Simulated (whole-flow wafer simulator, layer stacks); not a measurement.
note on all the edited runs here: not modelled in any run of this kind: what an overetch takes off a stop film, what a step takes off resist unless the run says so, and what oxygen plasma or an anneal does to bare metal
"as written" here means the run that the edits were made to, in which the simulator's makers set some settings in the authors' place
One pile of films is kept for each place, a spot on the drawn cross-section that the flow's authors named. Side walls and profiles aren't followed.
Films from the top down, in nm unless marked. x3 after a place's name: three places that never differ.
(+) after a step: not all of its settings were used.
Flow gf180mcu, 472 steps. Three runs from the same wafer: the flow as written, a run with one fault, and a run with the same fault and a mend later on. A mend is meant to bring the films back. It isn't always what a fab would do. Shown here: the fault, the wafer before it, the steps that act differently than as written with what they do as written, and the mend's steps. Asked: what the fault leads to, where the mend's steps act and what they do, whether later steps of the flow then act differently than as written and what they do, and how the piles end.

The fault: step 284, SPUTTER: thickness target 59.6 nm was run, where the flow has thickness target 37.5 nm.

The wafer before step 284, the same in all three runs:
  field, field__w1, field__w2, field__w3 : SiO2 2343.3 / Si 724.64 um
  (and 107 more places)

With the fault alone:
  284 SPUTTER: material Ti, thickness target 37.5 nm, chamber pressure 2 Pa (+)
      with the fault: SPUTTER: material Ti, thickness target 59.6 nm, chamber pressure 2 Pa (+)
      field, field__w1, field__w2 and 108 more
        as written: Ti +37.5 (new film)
        with the fault: Ti +59.6 (new film)
  Later steps of the flow that act differently than as written:
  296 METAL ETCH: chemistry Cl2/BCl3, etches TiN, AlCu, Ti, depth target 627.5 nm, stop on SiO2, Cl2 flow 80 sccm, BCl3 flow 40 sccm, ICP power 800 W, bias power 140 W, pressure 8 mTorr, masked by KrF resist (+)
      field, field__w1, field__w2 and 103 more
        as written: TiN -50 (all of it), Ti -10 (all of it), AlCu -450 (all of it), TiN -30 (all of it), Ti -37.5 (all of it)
        with the fault: TiN -50 (all of it), Ti -10 (all of it), AlCu -450 (all of it), TiN -30 (all of it), Ti -59.6 (all of it)
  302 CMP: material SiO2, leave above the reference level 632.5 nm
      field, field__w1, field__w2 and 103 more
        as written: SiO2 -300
        with the fault: SiO2 -277.9
  At the end the piles differ from the flow's by more than 2% or 0.5 nm, whichever is larger, at field__w8, contact, m1, m1__w1, m1_nw.
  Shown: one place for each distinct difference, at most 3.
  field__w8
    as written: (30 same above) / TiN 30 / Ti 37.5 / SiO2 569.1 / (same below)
    with the fault: (30 same above) / TiN 30 / Ti 59.6 / SiO2 569.1 / (same below)
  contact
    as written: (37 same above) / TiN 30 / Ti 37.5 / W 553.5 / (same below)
    with the fault: (37 same above) / TiN 30 / Ti 59.6 / W 553.5 / (same below)

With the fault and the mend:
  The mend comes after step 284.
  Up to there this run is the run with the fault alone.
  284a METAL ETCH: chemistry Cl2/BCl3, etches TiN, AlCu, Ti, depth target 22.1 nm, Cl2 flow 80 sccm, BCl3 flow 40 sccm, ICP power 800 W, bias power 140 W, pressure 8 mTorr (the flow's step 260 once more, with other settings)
      field, field__w1, field__w2 and 108 more
        Ti -22.1
  No later step of the flow acts differently than as written at any place that is followed.
  At the end the piles are the same as the flow's at every place that both follow.
